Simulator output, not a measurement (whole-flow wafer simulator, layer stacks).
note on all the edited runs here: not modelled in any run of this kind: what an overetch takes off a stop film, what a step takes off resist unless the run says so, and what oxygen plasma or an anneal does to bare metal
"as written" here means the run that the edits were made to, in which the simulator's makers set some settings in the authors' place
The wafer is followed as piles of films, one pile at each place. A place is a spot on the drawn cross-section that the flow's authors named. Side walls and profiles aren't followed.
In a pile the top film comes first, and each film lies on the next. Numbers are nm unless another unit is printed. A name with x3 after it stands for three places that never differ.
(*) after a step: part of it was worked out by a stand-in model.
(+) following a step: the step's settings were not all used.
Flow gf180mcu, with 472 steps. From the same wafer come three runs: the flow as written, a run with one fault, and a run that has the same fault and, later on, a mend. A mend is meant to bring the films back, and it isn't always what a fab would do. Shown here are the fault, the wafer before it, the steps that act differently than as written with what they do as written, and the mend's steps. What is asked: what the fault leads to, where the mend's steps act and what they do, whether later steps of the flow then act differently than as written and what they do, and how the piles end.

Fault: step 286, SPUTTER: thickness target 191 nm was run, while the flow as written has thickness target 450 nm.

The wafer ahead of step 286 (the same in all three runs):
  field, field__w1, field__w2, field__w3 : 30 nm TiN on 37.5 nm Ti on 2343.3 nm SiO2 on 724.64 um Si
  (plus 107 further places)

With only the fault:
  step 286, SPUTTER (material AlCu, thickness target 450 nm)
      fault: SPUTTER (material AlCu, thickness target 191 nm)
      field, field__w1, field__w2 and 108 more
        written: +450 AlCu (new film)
        fault: +191 AlCu (new film)
  Steps further on in the flow that do not act as written:
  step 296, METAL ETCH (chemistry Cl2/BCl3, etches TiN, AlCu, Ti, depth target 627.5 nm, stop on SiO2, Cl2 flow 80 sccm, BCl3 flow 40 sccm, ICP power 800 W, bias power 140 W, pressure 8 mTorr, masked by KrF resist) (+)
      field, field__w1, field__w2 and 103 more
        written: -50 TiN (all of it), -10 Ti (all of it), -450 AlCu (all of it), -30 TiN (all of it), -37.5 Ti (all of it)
        fault: -50 TiN (all of it), -10 Ti (all of it), -191 AlCu (all of it), -30 TiN (all of it), -37.5 Ti (all of it)
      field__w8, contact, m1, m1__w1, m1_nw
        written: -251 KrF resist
        fault: -191.1 KrF resist
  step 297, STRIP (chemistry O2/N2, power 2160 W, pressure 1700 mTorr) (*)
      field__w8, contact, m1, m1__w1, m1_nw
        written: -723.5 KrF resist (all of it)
        fault: -783.4 KrF resist (all of it)
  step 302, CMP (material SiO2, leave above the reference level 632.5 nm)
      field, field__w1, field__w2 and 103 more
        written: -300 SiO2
        fault: -559 SiO2
  At field, field__w1, field__w2 and 109 more, the piles at the end differ from the flow's by more than 2% or 0.5 nm, whichever is larger.
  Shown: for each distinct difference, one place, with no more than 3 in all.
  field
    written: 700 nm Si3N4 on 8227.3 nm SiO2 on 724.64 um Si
    fault: 700 nm Si3N4 on 7968.3 nm SiO2 on 724.64 um Si
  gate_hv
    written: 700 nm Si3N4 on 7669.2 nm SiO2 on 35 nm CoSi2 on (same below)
    fault: 700 nm Si3N4 on 7410.2 nm SiO2 on 35 nm CoSi2 on (same below)
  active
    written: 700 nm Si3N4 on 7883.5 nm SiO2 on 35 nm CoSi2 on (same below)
    fault: 700 nm Si3N4 on 7624.5 nm SiO2 on 35 nm CoSi2 on (same below)

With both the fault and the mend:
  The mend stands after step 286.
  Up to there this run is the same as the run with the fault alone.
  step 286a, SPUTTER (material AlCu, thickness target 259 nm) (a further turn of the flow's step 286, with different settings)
      field, field__w1, field__w2 and 108 more
        +259 AlCu
  Later steps of the flow that are run all act as written at every place that is followed.
  At every place that both follow, the piles at the end match the flow's.
